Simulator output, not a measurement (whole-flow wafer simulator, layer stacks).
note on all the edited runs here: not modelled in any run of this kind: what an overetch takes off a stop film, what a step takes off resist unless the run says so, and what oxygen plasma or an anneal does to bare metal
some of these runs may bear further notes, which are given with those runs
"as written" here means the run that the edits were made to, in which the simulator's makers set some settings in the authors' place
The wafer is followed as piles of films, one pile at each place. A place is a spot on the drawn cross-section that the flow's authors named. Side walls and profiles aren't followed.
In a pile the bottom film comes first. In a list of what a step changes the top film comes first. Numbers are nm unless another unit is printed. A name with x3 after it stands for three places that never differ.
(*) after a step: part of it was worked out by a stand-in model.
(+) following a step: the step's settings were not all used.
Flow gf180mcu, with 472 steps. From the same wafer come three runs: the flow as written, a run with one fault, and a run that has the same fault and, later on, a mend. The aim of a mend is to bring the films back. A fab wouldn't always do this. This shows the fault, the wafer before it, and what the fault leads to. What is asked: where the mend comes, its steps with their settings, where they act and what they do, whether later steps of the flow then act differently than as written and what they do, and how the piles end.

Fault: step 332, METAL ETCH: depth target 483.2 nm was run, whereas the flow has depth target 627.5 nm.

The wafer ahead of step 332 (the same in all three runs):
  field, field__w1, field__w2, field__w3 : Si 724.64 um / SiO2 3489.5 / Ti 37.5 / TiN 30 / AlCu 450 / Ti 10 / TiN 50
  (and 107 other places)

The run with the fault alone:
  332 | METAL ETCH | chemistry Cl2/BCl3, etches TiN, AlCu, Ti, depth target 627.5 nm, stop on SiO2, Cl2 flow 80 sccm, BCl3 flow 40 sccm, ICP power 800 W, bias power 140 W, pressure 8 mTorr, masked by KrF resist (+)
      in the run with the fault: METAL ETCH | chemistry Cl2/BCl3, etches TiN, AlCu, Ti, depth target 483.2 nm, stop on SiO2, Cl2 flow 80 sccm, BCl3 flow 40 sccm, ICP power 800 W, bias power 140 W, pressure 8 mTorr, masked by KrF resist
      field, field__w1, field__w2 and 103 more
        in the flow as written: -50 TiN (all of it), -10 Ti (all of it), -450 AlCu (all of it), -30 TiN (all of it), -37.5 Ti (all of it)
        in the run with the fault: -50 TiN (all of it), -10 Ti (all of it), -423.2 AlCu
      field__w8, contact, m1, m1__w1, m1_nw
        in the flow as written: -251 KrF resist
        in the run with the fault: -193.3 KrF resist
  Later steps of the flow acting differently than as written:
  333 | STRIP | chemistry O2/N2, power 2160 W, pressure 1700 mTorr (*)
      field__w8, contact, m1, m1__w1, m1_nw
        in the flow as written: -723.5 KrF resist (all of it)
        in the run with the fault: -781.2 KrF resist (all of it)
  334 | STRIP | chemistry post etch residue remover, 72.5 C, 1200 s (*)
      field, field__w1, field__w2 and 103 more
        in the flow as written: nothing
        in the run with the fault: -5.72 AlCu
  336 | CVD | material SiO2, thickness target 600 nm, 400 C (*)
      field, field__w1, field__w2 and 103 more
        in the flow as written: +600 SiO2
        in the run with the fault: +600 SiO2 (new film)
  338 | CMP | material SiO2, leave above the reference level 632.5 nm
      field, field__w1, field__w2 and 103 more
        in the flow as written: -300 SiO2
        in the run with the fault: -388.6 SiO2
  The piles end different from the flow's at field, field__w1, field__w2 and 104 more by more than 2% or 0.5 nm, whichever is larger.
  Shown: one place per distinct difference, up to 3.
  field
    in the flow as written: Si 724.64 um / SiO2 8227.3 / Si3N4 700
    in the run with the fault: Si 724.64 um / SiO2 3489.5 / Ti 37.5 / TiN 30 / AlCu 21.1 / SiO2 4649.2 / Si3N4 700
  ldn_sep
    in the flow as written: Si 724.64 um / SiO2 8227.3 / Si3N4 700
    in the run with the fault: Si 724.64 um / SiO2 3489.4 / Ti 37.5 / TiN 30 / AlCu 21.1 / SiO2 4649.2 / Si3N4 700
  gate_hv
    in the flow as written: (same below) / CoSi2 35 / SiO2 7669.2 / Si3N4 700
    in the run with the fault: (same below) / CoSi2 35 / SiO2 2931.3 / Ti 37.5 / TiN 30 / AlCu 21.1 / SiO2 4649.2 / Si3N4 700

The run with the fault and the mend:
  The mend stands after step 334.
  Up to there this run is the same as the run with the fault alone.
  334a | DEHYDRATE | 200 C, 60 s (a further turn of the flow's step 325)
      alters no film at any place that is followed
  334b | HMDS | 120 C, 60 s (a further turn of the flow's step 326)
      alters no film at any place that is followed
  334c | COAT | KrF resist, thickness 1000 nm (*) (a further turn of the flow's step 327)
      iso_ptap_pw, iso_ntap_nw, iso_nw_fld and 33 more
        +1000 KrF resist (new film)
      field_sub, field_sub__w1, field_sub__w2 and 12 more
        +1002.8 KrF resist (new film)
      field__w11, field__w13, p_well and 8 more
        +1003.2 KrF resist (new film)
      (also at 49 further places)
  334d | SOFTBAKE | KrF resist (a further turn of the flow's step 328)
      alters no film at any place that is followed
  334e | EXPOSE | photomask Metal3 (a further turn of the flow's step 329)
      alters no film at any place that is followed
  334f | PEB | KrF resist, 135 C, 90 s (a further turn of the flow's step 330)
      field__w1, field__w2, field__w3 and 56 more
        -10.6 KrF resist
      iso_ptap_pw, iso_ntap_nw, iso_nw_fld and 33 more
        -10.5 KrF resist
      gate_hv, sd_p, polyc_n, polyc_n_rim
        -10.7 KrF resist
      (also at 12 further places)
  334g | DEVELOP | thickness 1000 nm, 60 s (a further turn of the flow's step 331)
      iso_ptap_pw, iso_ntap_nw, iso_nw_fld and 33 more
        -989.5 KrF resist (all of it)
      field_sub, field_sub__w1, field_sub__w2 and 9 more
        -992.2 KrF resist (all of it)
      field__w13, p_well, sti and 7 more
        -992.6 KrF resist (all of it)
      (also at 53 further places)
  334h | METAL ETCH | chemistry Cl2/BCl3, etches TiN, AlCu, Ti, depth target 144.3 nm, stop on SiO2, Cl2 flow 80 sccm, BCl3 flow 40 sccm, ICP power 800 W, bias power 140 W, pressure 8 mTorr, masked by KrF resist (+) (a further turn of the flow's step 332, with different settings)
      field, field__w1, field__w2 and 103 more
        -21.1 AlCu (all of it), -30 TiN (all of it), -37.5 Ti (all of it)
      field__w8, contact, m1, m1__w1, m1_nw
        -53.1 KrF resist
  334i | STRIP | chemistry O2/N2, power 2160 W, pressure 1700 mTorr (*) (a further turn of the flow's step 333)
      field__w8
        -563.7 KrF resist (all of it)
      contact
        -561.6 KrF resist (all of it)
      m1
        -564.5 KrF resist (all of it)
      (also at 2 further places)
  334j | STRIP | chemistry post etch residue remover, 72.5 C, 1200 s (*) (a further turn of the flow's step 334)
      field__w8, contact, m1, m1__w1, m1_nw
        -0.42 TiN
  None of the later steps of the flow differs from how it acts as written, at any place that is followed, by more than 2% or 0.5 nm, whichever is larger.
  The piles end only slightly different from the flow's at the places that both follow, by no more than 2% or 0.5 nm, whichever is larger.
